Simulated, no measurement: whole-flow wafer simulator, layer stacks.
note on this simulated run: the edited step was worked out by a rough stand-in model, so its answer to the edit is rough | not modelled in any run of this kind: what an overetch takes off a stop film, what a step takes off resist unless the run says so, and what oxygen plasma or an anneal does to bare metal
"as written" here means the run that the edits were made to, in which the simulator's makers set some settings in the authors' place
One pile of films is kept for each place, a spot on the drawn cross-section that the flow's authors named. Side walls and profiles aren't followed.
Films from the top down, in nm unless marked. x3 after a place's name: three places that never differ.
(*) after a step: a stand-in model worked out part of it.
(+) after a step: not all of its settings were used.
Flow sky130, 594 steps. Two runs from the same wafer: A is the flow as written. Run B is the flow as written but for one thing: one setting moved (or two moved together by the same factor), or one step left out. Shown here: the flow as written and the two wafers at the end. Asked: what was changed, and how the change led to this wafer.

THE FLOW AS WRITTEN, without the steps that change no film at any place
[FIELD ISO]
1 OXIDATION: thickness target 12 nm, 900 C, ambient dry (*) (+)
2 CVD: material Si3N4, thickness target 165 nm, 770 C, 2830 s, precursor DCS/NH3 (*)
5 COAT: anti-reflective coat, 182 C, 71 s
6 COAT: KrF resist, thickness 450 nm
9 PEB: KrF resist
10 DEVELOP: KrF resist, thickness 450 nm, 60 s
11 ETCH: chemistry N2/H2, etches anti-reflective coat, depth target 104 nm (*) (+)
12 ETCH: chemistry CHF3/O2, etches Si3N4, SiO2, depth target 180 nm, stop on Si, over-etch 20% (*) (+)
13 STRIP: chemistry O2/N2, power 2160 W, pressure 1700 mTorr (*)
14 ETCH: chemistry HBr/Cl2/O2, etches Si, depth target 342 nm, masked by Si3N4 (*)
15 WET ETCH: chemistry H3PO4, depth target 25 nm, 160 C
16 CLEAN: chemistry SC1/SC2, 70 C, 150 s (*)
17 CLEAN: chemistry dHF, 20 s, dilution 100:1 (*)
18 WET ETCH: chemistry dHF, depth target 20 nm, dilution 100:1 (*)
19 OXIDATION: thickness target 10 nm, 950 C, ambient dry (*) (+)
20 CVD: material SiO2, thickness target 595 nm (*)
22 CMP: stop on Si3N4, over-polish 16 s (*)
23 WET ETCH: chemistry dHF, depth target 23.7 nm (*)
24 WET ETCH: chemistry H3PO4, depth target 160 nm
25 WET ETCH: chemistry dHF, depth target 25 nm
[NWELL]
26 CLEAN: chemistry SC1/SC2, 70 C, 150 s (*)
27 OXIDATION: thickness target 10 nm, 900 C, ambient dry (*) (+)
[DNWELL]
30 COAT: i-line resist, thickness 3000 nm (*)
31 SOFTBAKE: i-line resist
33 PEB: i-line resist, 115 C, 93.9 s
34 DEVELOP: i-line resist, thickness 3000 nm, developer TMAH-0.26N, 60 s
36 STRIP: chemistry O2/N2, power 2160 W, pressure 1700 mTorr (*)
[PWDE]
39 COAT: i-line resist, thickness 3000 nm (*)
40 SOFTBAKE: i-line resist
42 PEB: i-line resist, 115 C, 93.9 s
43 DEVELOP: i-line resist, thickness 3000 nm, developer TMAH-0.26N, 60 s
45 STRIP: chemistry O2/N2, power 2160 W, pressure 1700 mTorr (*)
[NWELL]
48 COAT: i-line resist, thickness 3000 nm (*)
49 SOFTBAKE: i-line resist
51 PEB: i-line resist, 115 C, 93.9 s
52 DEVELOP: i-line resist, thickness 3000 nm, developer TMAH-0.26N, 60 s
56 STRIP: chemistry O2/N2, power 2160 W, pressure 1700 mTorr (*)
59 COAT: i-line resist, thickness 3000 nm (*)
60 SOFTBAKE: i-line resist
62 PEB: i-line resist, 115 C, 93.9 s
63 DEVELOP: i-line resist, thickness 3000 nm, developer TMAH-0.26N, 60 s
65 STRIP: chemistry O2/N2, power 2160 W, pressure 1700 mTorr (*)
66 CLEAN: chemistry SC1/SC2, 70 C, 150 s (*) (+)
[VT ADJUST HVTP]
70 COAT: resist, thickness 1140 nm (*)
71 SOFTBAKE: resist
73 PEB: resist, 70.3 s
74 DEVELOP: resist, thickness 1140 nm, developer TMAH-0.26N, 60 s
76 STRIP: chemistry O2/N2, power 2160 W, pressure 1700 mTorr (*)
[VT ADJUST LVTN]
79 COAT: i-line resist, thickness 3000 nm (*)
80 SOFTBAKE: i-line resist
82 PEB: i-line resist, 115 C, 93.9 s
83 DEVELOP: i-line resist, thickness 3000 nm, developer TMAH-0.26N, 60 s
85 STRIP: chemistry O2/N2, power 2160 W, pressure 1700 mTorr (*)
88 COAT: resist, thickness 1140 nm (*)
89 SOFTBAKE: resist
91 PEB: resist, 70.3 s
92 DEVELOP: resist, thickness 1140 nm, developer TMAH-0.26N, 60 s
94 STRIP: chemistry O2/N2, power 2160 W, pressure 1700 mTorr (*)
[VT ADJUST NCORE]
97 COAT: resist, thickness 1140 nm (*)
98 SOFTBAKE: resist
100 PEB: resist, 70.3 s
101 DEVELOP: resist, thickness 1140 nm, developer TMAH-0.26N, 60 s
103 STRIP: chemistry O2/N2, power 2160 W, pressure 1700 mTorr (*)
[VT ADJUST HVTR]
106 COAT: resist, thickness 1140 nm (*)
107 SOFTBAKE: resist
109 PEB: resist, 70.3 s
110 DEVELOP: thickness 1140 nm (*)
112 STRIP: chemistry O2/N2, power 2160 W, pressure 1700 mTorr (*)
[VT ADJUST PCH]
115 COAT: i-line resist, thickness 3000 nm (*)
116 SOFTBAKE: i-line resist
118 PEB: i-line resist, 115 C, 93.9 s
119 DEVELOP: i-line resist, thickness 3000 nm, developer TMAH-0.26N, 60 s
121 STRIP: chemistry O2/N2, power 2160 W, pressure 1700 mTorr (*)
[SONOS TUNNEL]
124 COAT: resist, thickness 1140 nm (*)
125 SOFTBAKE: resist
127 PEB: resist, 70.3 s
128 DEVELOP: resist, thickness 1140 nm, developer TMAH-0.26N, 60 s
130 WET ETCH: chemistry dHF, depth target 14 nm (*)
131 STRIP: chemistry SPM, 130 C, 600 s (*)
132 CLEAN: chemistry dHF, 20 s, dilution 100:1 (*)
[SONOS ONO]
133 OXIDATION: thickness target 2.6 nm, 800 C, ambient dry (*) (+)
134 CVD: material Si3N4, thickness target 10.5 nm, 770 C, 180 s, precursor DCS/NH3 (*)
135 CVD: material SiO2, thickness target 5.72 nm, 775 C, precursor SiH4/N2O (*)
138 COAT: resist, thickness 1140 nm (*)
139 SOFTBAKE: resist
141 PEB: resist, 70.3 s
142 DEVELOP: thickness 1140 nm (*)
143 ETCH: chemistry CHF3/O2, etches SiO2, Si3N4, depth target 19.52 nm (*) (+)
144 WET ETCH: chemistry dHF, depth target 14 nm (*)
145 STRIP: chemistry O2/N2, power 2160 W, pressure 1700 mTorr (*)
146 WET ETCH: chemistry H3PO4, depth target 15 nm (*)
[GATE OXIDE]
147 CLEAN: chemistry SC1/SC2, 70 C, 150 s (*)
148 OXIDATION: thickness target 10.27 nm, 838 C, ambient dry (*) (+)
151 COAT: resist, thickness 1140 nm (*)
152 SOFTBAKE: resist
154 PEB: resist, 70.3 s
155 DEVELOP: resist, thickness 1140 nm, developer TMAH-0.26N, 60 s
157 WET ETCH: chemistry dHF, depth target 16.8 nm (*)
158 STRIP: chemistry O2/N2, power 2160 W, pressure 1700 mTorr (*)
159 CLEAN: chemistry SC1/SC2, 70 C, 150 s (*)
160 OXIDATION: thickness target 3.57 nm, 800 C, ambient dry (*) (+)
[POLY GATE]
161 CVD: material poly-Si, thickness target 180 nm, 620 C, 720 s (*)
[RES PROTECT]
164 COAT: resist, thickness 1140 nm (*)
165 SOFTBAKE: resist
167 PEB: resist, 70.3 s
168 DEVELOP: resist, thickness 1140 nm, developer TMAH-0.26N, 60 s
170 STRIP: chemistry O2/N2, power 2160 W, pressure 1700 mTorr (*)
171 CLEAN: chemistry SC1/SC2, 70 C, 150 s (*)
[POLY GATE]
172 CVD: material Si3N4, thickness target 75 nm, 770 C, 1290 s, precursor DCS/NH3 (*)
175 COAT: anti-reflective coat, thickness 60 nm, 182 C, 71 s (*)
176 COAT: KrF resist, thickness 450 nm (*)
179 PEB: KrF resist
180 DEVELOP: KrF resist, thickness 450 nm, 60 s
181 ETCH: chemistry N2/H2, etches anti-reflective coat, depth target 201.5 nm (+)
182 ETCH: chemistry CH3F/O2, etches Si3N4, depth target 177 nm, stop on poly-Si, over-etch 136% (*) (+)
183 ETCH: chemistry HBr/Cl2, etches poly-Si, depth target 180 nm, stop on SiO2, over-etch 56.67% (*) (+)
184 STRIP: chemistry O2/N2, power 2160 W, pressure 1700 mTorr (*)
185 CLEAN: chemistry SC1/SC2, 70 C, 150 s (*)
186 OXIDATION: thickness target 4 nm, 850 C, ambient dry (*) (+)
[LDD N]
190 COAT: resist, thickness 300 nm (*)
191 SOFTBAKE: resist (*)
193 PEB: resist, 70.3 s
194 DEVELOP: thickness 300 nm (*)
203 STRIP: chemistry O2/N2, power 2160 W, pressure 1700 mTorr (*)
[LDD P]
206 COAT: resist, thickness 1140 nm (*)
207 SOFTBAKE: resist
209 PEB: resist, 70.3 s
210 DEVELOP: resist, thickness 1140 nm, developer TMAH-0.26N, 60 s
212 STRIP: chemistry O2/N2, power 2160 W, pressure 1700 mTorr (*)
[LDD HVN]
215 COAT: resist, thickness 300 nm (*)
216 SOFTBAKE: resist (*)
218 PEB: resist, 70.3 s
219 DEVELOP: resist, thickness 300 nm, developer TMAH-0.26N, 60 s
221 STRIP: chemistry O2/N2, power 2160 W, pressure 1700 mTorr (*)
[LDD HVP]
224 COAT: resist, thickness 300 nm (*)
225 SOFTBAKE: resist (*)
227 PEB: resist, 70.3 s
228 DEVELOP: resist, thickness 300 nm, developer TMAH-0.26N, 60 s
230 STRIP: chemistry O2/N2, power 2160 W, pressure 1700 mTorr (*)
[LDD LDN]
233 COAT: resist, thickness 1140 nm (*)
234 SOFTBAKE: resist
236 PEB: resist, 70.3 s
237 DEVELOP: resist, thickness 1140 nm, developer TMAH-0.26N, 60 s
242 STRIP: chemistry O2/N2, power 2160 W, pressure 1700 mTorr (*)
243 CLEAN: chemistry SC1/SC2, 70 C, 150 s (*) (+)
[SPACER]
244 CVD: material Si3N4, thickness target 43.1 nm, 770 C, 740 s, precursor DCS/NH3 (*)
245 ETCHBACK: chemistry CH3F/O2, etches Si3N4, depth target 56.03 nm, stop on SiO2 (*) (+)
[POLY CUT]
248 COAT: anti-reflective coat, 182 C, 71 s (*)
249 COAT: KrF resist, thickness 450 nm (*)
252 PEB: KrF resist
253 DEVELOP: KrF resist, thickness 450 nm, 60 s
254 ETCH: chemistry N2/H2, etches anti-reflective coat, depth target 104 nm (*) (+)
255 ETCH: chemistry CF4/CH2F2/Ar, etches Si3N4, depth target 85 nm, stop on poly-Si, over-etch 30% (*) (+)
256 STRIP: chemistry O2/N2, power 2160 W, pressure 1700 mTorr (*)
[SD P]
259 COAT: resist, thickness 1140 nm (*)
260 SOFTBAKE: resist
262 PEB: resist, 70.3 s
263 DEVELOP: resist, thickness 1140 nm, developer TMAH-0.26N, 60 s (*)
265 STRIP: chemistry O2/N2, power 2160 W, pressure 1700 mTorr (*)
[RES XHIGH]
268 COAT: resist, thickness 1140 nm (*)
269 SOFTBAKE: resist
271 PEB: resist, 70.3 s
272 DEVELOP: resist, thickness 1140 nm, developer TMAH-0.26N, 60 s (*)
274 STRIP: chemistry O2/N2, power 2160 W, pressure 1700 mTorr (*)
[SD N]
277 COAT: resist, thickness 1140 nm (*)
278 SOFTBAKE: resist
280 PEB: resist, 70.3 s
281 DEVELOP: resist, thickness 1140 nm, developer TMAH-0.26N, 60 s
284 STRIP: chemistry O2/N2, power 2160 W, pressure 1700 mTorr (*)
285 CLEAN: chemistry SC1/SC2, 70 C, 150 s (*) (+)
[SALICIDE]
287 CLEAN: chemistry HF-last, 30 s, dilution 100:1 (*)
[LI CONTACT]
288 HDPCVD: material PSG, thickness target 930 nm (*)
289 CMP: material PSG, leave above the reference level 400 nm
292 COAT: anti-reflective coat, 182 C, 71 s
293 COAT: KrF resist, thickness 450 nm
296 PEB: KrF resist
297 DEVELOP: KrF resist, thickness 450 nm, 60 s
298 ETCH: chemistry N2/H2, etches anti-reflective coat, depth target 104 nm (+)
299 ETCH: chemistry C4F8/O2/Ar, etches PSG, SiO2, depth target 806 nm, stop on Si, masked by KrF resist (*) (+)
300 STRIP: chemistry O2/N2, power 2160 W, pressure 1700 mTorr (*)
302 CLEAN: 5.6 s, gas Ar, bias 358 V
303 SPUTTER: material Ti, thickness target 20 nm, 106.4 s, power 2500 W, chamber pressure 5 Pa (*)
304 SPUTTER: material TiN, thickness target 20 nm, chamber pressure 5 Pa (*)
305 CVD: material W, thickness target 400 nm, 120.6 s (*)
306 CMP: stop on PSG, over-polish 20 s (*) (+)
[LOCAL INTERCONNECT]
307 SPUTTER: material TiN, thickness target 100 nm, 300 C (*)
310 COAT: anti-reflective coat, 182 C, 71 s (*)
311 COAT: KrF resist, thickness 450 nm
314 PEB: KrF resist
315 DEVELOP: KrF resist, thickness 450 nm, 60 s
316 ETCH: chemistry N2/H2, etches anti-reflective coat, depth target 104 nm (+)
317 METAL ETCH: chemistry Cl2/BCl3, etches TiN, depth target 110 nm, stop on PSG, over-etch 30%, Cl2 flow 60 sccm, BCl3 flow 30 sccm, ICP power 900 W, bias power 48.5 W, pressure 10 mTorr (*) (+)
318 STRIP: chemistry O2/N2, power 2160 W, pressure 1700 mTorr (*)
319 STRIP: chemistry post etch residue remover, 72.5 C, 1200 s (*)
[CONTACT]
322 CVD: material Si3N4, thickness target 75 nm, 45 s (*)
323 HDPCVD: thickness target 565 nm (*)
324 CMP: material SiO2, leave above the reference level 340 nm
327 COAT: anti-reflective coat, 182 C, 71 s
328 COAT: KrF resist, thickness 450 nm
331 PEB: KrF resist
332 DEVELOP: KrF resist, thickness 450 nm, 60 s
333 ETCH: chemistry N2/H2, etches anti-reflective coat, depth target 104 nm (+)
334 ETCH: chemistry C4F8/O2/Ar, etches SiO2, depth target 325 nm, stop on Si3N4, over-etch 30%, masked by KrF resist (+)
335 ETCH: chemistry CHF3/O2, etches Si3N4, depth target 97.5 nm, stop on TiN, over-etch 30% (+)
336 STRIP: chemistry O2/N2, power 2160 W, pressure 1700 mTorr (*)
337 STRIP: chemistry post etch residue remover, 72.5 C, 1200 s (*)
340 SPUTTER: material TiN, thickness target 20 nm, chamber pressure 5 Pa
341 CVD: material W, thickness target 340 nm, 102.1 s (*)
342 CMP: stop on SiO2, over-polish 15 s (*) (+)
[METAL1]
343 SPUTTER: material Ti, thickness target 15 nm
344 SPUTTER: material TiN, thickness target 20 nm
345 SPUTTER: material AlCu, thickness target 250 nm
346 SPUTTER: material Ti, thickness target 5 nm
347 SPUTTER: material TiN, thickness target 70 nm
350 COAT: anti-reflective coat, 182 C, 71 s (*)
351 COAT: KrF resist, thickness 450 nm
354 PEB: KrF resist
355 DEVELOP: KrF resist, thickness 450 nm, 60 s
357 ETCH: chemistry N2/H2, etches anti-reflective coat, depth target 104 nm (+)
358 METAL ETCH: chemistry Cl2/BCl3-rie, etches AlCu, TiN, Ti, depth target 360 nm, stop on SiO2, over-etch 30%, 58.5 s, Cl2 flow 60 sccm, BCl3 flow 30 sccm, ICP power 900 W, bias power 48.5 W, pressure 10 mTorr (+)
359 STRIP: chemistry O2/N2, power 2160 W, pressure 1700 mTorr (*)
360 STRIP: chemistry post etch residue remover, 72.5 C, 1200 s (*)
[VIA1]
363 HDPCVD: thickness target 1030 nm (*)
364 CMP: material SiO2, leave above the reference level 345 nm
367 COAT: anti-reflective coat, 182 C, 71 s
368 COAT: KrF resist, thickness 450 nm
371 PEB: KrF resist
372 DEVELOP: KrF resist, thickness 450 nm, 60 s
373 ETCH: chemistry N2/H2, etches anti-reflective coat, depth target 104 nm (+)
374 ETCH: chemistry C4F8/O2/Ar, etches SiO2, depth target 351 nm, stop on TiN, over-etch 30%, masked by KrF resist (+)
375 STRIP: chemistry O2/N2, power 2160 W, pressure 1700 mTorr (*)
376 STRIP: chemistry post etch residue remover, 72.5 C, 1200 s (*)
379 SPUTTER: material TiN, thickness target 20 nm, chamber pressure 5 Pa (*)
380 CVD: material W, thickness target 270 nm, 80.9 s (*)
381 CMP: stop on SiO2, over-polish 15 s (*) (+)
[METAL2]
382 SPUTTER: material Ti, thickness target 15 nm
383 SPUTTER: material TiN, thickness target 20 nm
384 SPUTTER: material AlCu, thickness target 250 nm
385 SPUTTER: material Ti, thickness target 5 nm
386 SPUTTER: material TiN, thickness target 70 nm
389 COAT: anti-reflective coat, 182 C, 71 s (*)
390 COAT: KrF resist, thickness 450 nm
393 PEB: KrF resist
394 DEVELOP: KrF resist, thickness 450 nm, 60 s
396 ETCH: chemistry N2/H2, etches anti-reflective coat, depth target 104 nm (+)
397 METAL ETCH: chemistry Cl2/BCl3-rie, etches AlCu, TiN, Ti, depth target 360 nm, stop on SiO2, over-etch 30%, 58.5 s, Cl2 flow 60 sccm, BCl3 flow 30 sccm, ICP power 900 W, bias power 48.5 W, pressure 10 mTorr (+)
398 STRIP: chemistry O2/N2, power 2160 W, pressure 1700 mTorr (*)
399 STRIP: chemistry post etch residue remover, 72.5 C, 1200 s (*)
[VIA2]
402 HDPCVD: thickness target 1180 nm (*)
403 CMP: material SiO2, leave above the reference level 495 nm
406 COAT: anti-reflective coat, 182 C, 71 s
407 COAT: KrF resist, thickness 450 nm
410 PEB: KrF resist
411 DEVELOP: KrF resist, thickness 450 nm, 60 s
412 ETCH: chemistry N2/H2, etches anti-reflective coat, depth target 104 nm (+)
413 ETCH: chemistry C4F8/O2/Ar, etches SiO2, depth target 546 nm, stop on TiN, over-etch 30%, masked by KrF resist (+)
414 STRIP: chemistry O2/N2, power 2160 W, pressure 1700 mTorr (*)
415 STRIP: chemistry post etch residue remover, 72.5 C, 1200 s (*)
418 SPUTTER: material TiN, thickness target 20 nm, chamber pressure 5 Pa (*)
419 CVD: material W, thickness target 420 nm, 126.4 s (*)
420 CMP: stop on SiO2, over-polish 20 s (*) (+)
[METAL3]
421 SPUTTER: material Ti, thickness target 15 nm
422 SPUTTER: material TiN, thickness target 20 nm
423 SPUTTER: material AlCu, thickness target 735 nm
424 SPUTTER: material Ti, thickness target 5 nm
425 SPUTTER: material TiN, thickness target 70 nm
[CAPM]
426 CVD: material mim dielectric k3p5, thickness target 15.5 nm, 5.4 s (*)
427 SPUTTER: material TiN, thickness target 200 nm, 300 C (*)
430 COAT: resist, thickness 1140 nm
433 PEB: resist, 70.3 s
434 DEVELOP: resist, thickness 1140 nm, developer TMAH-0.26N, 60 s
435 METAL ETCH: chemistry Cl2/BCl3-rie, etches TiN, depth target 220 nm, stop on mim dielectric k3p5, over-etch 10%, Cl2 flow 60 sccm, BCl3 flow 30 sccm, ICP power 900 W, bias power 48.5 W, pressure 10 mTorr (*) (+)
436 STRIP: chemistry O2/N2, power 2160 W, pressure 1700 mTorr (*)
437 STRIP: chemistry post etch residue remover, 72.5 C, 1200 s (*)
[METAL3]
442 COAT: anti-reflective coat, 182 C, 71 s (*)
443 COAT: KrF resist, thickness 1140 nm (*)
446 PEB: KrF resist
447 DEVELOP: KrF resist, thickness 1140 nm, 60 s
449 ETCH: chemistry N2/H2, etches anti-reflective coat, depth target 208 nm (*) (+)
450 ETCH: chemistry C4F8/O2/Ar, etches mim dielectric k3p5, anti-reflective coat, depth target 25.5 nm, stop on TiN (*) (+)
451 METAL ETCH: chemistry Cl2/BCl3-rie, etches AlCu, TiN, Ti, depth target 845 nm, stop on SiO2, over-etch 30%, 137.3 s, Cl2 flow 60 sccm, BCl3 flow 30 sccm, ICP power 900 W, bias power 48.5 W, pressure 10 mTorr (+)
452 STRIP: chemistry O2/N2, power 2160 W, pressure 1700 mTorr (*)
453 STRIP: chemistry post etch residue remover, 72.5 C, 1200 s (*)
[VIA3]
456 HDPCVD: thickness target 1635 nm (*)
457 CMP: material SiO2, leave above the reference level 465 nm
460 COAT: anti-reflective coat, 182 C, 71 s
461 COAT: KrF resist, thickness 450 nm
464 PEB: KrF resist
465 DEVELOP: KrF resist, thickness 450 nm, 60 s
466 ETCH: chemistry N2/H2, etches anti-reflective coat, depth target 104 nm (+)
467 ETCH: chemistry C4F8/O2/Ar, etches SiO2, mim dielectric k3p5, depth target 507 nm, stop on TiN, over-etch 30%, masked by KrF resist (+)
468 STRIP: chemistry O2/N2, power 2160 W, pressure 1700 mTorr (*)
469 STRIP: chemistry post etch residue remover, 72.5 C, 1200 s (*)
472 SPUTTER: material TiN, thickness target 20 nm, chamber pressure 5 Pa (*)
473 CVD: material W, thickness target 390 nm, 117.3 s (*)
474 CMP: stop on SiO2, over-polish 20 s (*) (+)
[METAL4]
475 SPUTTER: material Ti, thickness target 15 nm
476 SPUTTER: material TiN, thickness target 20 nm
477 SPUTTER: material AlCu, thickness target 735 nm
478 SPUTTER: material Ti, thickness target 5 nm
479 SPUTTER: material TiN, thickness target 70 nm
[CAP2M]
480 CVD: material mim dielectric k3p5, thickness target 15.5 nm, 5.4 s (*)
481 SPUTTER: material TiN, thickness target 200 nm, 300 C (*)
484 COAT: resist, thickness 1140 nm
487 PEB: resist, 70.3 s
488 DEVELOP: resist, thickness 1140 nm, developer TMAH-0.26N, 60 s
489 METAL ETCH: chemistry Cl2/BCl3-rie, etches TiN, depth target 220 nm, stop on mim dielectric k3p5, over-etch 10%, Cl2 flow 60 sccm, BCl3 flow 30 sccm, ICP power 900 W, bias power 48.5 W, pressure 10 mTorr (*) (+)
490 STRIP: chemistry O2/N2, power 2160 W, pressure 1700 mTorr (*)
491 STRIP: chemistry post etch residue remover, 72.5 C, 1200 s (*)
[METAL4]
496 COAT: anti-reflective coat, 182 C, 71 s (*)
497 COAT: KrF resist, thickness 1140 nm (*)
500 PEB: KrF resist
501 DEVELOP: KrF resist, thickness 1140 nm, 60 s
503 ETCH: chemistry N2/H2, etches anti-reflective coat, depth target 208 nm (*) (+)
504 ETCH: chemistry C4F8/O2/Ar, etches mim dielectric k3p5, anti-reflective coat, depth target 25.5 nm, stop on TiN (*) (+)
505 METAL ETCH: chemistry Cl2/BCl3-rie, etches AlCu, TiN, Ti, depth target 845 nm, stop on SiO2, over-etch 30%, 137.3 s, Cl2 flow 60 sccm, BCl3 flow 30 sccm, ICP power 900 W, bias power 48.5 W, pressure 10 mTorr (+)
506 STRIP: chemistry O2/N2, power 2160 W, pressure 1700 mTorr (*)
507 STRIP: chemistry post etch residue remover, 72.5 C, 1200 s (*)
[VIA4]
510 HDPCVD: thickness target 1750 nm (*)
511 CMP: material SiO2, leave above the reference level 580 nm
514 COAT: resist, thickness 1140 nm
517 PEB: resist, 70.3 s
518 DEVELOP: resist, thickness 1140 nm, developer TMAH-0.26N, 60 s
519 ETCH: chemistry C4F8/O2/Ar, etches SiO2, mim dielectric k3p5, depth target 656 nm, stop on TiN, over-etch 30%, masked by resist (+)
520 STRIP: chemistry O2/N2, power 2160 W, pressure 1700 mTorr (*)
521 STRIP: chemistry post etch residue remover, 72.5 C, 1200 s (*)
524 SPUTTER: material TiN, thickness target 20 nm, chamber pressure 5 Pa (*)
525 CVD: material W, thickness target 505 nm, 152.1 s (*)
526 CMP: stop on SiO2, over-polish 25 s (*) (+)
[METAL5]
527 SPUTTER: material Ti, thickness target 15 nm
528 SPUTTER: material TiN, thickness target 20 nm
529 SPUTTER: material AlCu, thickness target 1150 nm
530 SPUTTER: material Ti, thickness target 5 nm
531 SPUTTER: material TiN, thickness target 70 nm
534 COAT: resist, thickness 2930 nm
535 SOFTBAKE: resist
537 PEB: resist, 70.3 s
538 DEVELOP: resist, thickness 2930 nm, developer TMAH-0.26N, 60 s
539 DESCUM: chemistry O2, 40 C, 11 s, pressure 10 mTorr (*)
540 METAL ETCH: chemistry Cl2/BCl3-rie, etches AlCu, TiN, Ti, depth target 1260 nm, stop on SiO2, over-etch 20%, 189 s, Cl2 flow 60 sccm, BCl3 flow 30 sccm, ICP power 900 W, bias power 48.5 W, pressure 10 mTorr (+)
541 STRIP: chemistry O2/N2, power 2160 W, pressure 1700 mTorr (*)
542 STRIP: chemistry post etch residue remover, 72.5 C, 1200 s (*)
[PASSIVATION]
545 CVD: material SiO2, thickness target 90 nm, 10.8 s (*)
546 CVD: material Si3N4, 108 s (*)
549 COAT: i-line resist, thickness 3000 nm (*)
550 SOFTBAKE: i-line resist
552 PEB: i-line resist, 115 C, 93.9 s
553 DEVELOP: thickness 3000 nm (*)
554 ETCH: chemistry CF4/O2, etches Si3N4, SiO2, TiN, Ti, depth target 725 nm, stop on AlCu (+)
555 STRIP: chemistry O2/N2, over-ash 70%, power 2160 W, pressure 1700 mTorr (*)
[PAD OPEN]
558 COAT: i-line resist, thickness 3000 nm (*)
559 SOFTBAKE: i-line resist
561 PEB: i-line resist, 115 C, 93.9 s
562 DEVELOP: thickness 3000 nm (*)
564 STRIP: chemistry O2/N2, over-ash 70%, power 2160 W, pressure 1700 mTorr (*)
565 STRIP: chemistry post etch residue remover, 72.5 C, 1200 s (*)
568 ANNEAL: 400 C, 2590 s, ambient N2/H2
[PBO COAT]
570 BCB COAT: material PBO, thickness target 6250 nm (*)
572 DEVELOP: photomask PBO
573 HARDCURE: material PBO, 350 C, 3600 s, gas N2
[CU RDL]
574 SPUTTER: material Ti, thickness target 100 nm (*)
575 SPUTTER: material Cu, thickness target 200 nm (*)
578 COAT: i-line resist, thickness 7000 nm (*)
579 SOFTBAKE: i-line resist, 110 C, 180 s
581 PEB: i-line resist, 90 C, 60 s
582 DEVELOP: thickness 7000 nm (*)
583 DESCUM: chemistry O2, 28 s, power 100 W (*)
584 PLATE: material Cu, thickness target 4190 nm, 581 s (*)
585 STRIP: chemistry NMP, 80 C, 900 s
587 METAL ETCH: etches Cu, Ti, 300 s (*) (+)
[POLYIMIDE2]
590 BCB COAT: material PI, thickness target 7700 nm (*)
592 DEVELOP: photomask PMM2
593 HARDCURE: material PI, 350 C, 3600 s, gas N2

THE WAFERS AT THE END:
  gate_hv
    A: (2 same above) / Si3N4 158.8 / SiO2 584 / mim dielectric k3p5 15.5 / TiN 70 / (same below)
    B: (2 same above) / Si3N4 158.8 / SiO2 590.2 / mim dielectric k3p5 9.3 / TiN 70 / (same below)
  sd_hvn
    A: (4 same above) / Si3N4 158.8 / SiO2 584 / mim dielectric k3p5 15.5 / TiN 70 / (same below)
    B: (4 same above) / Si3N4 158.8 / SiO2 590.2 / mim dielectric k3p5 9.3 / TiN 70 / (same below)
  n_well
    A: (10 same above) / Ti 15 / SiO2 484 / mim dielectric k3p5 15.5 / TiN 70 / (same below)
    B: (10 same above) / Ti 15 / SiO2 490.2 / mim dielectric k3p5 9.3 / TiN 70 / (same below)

The cause: step 480, CVD: thickness target 9.3 nm was run, where the flow has thickness target 15.5 nm; step 480, CVD: 3.24 s was run, where the flow has 5.4 s.
It can be read off the wafer: gate_hv has mim dielectric k3p5 9.3, and step 480 as written asks for 15.5 nm.

How the change led to this, step by step:
  480 CVD: material mim dielectric k3p5, thickness target 15.5 nm, 5.4 s (*)
      field, active, n_well and 189 more: A mim dielectric k3p5 +15.5 (new film) | B mim dielectric k3p5 +9.3 (new film)
  504 ETCH: chemistry C4F8/O2/Ar, etches mim dielectric k3p5, anti-reflective coat, depth target 25.5 nm, stop on TiN (*) (+)
      n_well, p_well, gate_hv and 102 more: A KrF resist -15.5 | B KrF resist -9.3
      field, active, gate and 85 more: A mim dielectric k3p5 -15.5 (all of it) | B mim dielectric k3p5 -9.3 (all of it)
  519 ETCH: chemistry C4F8/O2/Ar, etches SiO2, mim dielectric k3p5, depth target 656 nm, stop on TiN, over-etch 30%, masked by resist (+)
      m1: A SiO2 -490.1 (all of it), mim dielectric k3p5 -15.5 (all of it) | B SiO2 -496.3 (all of it), mim dielectric k3p5 -9.3 (all of it)
      via4_hole: A SiO2 -489.5 (all of it), mim dielectric k3p5 -15.5 (all of it) | B SiO2 -495.7 (all of it), mim dielectric k3p5 -9.3 (all of it)
